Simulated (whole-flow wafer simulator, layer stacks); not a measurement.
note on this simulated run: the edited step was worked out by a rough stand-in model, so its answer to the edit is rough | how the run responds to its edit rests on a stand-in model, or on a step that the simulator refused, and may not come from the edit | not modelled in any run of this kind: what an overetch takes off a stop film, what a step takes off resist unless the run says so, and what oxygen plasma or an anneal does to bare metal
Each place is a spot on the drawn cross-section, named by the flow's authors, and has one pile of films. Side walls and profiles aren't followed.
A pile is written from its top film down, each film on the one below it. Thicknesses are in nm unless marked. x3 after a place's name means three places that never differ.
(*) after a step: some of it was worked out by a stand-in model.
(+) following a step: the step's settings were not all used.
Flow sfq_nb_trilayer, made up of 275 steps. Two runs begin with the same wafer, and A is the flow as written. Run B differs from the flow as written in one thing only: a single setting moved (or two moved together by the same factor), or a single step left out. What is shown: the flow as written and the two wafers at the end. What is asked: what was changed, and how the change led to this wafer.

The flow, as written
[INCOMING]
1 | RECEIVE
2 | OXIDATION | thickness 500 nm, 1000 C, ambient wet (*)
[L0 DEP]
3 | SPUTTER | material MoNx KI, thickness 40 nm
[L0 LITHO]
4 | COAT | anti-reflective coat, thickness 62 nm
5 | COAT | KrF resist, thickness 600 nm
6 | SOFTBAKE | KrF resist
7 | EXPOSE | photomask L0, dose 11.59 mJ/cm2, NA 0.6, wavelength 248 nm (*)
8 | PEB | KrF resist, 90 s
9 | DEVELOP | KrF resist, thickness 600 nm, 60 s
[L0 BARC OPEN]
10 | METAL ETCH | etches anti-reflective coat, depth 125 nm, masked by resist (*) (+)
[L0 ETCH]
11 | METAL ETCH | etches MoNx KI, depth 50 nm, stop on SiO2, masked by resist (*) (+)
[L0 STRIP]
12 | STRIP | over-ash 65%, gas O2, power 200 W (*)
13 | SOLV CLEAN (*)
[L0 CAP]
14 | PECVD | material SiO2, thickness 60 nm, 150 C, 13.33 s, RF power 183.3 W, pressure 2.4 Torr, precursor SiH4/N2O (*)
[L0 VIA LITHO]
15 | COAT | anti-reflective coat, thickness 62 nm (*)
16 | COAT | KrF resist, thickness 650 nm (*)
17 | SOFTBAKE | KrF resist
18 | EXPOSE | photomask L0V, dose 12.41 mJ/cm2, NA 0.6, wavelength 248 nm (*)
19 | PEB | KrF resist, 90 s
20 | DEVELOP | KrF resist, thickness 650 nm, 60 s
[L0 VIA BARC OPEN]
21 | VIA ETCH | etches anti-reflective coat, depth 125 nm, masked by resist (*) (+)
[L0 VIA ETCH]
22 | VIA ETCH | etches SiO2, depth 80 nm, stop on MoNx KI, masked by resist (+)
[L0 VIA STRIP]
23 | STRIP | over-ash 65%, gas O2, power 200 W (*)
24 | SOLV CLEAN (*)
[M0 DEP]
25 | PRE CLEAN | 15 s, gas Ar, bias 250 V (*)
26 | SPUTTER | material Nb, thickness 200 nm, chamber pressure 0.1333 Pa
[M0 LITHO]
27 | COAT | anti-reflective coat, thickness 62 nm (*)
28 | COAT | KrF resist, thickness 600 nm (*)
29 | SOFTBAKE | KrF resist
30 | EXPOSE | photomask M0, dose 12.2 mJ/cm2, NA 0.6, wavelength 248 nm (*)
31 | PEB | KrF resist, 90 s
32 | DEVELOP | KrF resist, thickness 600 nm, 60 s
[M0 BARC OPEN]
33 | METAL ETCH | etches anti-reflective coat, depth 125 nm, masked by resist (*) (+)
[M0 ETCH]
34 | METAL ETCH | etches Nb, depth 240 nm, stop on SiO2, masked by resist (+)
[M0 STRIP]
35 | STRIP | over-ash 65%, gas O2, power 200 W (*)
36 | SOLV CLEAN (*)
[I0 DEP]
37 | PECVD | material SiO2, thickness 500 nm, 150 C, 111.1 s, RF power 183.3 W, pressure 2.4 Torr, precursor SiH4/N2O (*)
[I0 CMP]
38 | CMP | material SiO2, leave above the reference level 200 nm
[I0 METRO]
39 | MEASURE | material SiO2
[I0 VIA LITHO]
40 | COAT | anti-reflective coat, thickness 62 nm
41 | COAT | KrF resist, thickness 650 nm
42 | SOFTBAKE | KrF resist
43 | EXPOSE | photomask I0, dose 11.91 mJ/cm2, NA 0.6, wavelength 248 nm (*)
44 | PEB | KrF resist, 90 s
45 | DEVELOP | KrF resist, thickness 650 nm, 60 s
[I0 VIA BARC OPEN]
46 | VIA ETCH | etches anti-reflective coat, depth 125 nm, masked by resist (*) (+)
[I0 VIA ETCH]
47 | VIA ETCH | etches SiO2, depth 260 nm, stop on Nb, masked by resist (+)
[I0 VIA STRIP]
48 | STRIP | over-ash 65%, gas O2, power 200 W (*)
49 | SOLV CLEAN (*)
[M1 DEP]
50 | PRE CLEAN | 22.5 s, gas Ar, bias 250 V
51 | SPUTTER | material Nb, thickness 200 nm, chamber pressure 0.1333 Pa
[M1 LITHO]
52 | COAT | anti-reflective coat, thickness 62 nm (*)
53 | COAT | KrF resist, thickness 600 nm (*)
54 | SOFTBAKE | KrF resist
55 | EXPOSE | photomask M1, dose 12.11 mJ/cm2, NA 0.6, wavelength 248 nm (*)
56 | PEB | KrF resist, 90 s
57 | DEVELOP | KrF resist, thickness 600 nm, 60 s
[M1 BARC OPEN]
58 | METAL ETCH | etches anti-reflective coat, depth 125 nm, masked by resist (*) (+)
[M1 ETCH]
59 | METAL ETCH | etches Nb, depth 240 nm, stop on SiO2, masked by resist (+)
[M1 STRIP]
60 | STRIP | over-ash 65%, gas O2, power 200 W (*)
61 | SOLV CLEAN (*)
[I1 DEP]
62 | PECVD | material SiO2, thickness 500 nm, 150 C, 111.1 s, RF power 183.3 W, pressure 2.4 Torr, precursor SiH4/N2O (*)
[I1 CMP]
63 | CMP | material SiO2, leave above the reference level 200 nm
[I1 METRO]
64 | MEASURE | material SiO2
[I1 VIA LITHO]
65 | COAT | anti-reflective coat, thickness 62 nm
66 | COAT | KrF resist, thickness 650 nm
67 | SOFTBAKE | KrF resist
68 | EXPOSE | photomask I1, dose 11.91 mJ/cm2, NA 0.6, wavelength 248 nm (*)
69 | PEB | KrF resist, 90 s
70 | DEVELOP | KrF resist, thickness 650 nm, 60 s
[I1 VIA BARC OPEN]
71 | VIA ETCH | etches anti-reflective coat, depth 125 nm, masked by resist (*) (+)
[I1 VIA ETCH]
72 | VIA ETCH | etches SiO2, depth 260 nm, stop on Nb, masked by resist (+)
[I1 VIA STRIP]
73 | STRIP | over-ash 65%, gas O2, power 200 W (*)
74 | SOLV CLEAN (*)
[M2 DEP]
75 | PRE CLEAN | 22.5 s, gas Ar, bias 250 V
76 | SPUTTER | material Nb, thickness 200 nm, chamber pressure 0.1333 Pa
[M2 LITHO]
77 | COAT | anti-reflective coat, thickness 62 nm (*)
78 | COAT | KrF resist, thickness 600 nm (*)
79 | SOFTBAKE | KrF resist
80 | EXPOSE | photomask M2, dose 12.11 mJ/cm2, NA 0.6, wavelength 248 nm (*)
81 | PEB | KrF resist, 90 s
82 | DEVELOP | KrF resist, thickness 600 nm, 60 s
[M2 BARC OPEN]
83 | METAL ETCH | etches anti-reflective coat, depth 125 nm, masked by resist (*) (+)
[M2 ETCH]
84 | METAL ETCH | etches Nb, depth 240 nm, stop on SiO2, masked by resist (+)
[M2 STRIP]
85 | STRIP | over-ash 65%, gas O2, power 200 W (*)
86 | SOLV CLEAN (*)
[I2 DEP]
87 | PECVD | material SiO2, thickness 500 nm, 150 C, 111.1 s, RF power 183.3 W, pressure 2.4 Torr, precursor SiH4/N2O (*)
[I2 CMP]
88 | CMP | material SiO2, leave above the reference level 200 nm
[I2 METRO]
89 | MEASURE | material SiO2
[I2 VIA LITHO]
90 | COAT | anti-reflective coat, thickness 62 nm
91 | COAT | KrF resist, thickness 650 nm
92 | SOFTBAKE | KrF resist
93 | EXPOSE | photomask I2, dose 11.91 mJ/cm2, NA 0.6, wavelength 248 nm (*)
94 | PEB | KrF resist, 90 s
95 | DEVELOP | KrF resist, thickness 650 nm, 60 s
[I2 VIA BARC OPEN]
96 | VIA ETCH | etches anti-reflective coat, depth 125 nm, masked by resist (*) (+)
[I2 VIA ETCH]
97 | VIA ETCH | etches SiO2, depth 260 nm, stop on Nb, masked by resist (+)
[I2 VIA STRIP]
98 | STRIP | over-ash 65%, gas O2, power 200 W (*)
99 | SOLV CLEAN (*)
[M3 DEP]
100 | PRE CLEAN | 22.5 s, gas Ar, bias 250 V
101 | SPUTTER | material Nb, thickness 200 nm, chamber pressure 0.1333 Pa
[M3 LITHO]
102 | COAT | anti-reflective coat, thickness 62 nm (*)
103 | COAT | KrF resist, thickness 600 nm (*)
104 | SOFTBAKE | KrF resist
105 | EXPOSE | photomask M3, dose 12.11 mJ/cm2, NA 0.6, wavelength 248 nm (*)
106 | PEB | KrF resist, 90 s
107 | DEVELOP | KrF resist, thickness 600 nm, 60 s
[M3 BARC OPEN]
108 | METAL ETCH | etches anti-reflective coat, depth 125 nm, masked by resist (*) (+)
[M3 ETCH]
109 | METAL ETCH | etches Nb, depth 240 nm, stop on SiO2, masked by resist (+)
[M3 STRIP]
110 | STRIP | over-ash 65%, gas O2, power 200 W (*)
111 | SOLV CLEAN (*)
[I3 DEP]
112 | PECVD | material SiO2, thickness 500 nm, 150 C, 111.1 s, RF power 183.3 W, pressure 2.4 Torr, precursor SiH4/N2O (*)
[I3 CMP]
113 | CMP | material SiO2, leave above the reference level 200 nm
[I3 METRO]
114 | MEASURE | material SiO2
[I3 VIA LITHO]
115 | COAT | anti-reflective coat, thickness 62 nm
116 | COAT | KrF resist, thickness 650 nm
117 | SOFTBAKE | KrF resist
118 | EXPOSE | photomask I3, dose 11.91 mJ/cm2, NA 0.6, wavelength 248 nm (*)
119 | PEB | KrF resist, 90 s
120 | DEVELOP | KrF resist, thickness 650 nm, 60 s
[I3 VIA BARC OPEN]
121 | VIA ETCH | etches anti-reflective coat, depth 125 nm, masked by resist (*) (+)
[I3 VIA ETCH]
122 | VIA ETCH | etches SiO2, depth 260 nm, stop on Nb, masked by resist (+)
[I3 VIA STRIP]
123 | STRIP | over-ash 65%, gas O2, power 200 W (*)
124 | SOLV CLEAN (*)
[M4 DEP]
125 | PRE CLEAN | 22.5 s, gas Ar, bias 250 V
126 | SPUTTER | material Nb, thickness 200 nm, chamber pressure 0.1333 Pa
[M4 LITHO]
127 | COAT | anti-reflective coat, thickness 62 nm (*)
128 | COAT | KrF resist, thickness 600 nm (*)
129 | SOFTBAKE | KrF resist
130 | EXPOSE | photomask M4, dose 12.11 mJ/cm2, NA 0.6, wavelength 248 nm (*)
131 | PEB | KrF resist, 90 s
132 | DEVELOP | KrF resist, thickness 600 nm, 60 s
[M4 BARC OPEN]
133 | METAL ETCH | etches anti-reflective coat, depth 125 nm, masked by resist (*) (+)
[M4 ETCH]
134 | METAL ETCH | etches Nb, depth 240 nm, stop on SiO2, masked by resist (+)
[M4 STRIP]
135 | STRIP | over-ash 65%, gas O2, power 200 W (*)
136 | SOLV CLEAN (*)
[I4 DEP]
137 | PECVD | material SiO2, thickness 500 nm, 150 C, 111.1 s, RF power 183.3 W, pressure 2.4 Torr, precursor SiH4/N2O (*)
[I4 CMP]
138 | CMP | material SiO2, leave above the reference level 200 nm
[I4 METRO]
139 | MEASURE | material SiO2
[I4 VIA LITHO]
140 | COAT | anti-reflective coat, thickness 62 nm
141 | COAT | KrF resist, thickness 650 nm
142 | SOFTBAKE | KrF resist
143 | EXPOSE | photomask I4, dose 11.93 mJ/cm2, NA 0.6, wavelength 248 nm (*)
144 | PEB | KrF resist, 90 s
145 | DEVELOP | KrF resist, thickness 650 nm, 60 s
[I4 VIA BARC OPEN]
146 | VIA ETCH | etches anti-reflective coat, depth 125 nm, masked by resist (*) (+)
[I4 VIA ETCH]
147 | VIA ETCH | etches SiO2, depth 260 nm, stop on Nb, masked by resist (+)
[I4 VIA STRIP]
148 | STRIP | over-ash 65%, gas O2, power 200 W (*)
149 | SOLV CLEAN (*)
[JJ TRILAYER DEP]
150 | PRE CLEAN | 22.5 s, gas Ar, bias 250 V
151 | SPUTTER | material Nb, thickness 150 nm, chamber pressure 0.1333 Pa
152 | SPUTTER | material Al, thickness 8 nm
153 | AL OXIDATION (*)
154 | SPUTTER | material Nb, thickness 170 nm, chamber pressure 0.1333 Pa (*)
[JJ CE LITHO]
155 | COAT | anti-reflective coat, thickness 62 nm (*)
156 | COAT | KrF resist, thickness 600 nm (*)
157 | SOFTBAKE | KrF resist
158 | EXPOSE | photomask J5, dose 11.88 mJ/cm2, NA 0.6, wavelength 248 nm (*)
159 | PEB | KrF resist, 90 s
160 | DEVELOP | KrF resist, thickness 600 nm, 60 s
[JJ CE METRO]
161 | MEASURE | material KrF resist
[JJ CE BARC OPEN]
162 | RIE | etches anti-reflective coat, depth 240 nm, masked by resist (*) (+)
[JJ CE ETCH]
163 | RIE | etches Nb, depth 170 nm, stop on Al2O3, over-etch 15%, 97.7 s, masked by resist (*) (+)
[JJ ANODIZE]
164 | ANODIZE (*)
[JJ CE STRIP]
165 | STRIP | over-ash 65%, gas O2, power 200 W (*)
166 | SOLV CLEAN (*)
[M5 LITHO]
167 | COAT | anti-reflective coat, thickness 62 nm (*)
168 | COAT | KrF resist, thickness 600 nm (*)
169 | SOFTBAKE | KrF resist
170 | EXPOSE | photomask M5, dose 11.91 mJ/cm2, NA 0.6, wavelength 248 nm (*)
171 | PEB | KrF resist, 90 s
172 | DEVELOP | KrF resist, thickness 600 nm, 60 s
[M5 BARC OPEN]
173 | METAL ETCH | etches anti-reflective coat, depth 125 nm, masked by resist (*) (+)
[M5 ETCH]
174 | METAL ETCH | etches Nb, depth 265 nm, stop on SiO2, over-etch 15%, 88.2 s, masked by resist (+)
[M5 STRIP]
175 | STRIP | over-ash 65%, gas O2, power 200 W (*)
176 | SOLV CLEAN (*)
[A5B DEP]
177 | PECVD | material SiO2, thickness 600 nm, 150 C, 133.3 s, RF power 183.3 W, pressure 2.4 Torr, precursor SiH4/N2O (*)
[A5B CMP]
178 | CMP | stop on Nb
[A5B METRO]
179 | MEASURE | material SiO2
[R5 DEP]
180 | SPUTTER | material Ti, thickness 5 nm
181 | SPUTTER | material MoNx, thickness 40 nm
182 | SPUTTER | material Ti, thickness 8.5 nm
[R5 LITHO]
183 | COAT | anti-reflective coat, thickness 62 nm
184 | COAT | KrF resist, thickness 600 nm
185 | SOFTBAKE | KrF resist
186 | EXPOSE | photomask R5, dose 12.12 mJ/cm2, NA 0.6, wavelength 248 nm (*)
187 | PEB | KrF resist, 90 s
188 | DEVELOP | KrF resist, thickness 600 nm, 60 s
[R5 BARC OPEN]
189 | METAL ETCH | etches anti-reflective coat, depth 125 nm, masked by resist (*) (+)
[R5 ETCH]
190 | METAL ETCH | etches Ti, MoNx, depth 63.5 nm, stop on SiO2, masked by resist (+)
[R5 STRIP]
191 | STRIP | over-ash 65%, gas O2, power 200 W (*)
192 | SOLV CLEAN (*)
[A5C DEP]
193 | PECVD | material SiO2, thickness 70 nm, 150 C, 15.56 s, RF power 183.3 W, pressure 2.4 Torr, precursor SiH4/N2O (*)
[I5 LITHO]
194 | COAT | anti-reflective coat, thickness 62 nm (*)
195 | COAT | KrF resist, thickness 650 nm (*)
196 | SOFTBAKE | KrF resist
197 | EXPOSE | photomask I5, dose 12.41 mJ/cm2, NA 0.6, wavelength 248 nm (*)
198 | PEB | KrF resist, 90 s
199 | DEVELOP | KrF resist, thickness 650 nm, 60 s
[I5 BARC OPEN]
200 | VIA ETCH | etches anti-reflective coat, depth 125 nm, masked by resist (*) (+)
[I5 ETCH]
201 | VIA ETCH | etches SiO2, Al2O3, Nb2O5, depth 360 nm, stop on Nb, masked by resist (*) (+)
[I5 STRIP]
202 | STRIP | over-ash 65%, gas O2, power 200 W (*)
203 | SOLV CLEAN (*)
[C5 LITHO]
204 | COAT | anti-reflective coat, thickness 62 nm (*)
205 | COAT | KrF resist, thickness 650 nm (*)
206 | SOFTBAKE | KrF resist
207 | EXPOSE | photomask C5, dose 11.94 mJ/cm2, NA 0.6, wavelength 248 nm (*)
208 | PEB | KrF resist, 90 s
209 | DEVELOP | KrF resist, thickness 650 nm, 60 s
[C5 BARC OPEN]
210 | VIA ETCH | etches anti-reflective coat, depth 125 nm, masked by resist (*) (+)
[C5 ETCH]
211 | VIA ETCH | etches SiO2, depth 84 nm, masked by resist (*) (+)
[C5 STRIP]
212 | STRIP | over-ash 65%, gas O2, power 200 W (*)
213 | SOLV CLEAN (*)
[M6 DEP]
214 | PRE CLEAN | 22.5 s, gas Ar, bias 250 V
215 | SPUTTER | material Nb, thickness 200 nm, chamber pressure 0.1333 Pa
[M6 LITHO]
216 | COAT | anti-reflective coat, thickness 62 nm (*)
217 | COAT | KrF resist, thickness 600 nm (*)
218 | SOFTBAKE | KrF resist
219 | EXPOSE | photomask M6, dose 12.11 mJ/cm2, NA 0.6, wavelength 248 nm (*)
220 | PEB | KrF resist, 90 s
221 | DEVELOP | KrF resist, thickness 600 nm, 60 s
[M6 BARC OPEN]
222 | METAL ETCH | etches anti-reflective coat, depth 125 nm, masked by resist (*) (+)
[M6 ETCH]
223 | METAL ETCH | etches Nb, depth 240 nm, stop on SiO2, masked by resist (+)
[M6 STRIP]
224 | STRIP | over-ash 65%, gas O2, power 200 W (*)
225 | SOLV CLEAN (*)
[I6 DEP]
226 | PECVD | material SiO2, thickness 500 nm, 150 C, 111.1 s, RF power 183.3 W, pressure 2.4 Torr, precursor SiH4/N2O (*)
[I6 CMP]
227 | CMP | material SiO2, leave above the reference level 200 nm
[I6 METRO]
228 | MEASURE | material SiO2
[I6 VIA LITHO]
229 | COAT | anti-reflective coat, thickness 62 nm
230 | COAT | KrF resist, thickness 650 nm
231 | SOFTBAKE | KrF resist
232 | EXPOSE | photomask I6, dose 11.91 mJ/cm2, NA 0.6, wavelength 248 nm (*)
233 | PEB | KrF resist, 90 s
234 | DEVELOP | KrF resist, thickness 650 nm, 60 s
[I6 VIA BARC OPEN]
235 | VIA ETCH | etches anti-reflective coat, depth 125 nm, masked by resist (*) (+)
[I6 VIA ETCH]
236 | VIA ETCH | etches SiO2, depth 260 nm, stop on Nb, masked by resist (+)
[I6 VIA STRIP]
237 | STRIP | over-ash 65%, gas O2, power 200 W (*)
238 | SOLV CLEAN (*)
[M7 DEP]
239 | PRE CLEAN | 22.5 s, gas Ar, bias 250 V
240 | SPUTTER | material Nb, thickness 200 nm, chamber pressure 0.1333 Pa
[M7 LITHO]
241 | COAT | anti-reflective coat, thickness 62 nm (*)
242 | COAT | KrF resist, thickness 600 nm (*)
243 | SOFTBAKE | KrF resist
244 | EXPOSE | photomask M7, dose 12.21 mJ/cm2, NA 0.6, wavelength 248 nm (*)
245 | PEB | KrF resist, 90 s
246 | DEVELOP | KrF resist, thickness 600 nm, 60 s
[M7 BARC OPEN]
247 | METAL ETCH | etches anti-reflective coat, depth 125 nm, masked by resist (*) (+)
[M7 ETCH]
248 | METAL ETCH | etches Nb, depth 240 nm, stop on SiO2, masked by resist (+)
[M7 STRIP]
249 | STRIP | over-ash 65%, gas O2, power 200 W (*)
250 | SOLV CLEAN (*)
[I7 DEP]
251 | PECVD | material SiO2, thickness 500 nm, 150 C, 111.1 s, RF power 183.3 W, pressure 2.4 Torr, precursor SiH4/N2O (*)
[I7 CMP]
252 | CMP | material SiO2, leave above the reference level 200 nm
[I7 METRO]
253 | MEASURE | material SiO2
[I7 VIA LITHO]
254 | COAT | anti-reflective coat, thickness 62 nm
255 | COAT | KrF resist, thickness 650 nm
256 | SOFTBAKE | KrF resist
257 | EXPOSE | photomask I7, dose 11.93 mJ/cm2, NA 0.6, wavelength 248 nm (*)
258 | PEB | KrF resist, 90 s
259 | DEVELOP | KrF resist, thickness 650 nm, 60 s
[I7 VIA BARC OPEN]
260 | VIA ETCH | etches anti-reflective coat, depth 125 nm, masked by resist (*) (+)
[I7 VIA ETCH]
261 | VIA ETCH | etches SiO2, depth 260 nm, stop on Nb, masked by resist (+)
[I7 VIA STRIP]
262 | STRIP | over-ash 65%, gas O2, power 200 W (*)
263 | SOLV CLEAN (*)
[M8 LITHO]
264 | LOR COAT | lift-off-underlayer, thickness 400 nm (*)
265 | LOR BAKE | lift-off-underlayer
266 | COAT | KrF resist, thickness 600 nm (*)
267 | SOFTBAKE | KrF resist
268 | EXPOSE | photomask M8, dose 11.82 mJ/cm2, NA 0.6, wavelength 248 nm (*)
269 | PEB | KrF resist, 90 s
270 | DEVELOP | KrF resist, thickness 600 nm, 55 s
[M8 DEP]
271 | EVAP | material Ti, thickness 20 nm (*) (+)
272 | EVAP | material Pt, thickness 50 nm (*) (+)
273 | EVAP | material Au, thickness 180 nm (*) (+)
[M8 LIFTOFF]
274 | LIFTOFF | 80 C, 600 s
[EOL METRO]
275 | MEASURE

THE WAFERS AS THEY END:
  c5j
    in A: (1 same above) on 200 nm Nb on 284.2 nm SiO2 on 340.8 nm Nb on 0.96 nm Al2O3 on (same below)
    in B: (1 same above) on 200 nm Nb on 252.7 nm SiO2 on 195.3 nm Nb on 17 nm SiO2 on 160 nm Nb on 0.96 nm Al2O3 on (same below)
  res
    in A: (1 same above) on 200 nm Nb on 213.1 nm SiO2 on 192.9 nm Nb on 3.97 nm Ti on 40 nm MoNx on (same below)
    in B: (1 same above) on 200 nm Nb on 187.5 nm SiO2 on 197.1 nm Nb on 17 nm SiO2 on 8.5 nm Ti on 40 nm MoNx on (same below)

The reason: step 211, VIA ETCH: depth 45.4 nm was run, while the flow as written has depth 84 nm.

The path from the change to this, step by step:
  211 | VIA ETCH | etches SiO2, depth 84 nm, masked by resist (*) (+)
      c5j: A SiO2 loses 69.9 (all of it), Nb loses 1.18 | B SiO2 loses 45.4
      res: A SiO2 loses 69.9 (all of it) | B SiO2 loses 45.4
      (as well as at 104 more places)
  214 | PRE CLEAN | 22.5 s, gas Ar, bias 250 V
      c5j: A Nb loses 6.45 | B SiO2 loses 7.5
      res: A Ti loses 4.53 | B SiO2 loses 7.5
  215 | SPUTTER | material Nb, thickness 200 nm, chamber pressure 0.1333 Pa
      c5j: A Nb gains 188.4 | B Nb gains 195.3 (new film)
      res: A Nb gains 192.9 (new film) | B Nb gains 197.1 (new film)
  216 | COAT | anti-reflective coat, thickness 62 nm (*)
      ce_l: A anti-reflective coat gains 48 (new film) | B anti-reflective coat gains 54.3 (new film)
      c5j: A anti-reflective coat gains 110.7 (new film) | B anti-reflective coat gains 93 (new film)
      (as well as at 4 more places)
  224 | STRIP | over-ash 65%, gas O2, power 200 W (*)
      ce_l: A KrF resist loses 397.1 (all of it), anti-reflective coat loses 48 (all of it) | B KrF resist loses 393.3 (all of it), anti-reflective coat loses 54.3 (all of it)
      c5j: A KrF resist loses 418.3 (all of it), anti-reflective coat loses 110.7 (all of it) | B KrF resist loses 407.4 (all of it), anti-reflective coat loses 93 (all of it)
      (as well as at 4 more places)
  226 | PECVD | material SiO2, thickness 500 nm, 150 C, 111.1 s, RF power 183.3 W, pressure 2.4 Torr, precursor SiH4/N2O (*)
      c5j: A SiO2 gains 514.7 (new film) | B SiO2 gains 500 (new film)
  227 | CMP | material SiO2, leave above the reference level 200 nm
      c5j: A SiO2 loses 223 | B SiO2 loses 239.8
      res: A SiO2 loses 279.4 | B SiO2 loses 305
Taking metal films that touch as one body, c5j has 5 bodies (between them, from the top down: SiO2 252.7; SiO2 17; Al2O3 0.96; SiO2 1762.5); the flow as written gives 4 bodies (between them, from the top down: SiO2 284.2; Al2O3 0.96; SiO2 1762.5).
Taking metal films that touch as one body, res has 4 bodies (between them, from the top down: SiO2 187.5; SiO2 17; SiO2 2090.9); the flow as written gives 3 bodies (between them, from the top down: SiO2 213.1; SiO2 2090.9).
